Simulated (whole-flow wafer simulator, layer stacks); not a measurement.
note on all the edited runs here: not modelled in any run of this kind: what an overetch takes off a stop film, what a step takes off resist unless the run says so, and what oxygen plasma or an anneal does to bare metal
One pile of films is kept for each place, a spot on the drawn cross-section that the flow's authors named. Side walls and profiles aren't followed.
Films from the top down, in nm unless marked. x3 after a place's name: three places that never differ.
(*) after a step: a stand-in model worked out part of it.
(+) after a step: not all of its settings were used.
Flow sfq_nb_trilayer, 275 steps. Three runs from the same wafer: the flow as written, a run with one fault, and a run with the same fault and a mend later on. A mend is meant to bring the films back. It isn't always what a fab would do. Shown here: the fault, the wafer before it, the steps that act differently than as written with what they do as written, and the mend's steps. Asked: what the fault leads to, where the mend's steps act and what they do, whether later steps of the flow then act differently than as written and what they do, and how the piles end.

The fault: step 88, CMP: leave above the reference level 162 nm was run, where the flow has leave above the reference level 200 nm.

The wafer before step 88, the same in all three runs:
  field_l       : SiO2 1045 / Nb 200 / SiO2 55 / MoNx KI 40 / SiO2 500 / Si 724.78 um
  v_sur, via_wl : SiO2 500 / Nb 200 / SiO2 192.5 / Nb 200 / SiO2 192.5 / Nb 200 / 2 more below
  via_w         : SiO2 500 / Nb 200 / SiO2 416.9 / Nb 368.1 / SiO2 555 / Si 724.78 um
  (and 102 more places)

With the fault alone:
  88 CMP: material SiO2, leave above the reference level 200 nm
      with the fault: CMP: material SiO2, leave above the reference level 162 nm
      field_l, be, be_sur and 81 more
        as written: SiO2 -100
        with the fault: SiO2 -138
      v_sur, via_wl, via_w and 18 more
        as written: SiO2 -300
        with the fault: SiO2 -338
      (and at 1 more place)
  Later steps of the flow that act differently than as written (4 more steps differ only slightly, by at most 2% or 0.5 nm, whichever is larger, and aren't shown):
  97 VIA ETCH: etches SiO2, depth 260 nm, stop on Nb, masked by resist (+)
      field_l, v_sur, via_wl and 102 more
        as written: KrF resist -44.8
        with the fault: KrF resist -41.9
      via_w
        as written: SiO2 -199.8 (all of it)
        with the fault: SiO2 -161.8 (all of it)
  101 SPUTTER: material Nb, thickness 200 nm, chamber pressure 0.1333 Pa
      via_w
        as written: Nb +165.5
        with the fault: Nb +173.8
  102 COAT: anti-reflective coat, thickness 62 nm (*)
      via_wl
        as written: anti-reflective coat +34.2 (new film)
        with the fault: anti-reflective coat +33.3 (new film)
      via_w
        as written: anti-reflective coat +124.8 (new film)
        with the fault: anti-reflective coat +114.8 (new film)
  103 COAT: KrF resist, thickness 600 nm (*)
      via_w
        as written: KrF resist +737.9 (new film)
        with the fault: KrF resist +707.2 (new film)
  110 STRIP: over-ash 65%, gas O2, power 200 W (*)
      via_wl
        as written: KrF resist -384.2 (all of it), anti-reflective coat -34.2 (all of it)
        with the fault: KrF resist -389.3 (all of it), anti-reflective coat -33.3 (all of it)
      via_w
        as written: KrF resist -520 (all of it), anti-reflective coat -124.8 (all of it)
        with the fault: KrF resist -489.3 (all of it), anti-reflective coat -114.8 (all of it)
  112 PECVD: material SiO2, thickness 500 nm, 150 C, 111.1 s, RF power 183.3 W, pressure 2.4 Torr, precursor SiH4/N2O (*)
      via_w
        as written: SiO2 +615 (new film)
        with the fault: SiO2 +544.2 (new film)
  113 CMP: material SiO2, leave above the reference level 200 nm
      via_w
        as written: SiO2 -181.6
        with the fault: SiO2 -157.1
  At the end the piles differ from the flow's by more than 2% or 0.5 nm, whichever is larger, at v_sur, via_wl, via_w and 74 more.
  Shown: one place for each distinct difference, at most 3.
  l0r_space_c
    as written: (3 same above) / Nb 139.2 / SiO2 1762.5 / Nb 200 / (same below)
    with the fault: (3 same above) / Nb 139.2 / SiO2 1724.5 / Nb 200 / (same below)
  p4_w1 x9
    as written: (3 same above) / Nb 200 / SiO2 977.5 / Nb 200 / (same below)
    with the fault: (3 same above) / Nb 200 / SiO2 939.5 / Nb 200 / (same below)
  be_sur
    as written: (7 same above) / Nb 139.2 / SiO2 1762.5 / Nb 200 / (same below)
    with the fault: (7 same above) / Nb 139.2 / SiO2 1724.5 / Nb 200 / (same below)

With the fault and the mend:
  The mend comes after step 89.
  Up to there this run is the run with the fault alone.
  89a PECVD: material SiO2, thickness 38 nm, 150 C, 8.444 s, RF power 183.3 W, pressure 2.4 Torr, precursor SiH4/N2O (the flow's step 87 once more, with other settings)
      field_l, v_sur, via_wl and 103 more
        SiO2 +38
  No later step of the flow acts differently than as written at any place that is followed.
  At the end the piles are the same as the flow's at every place that both follow.
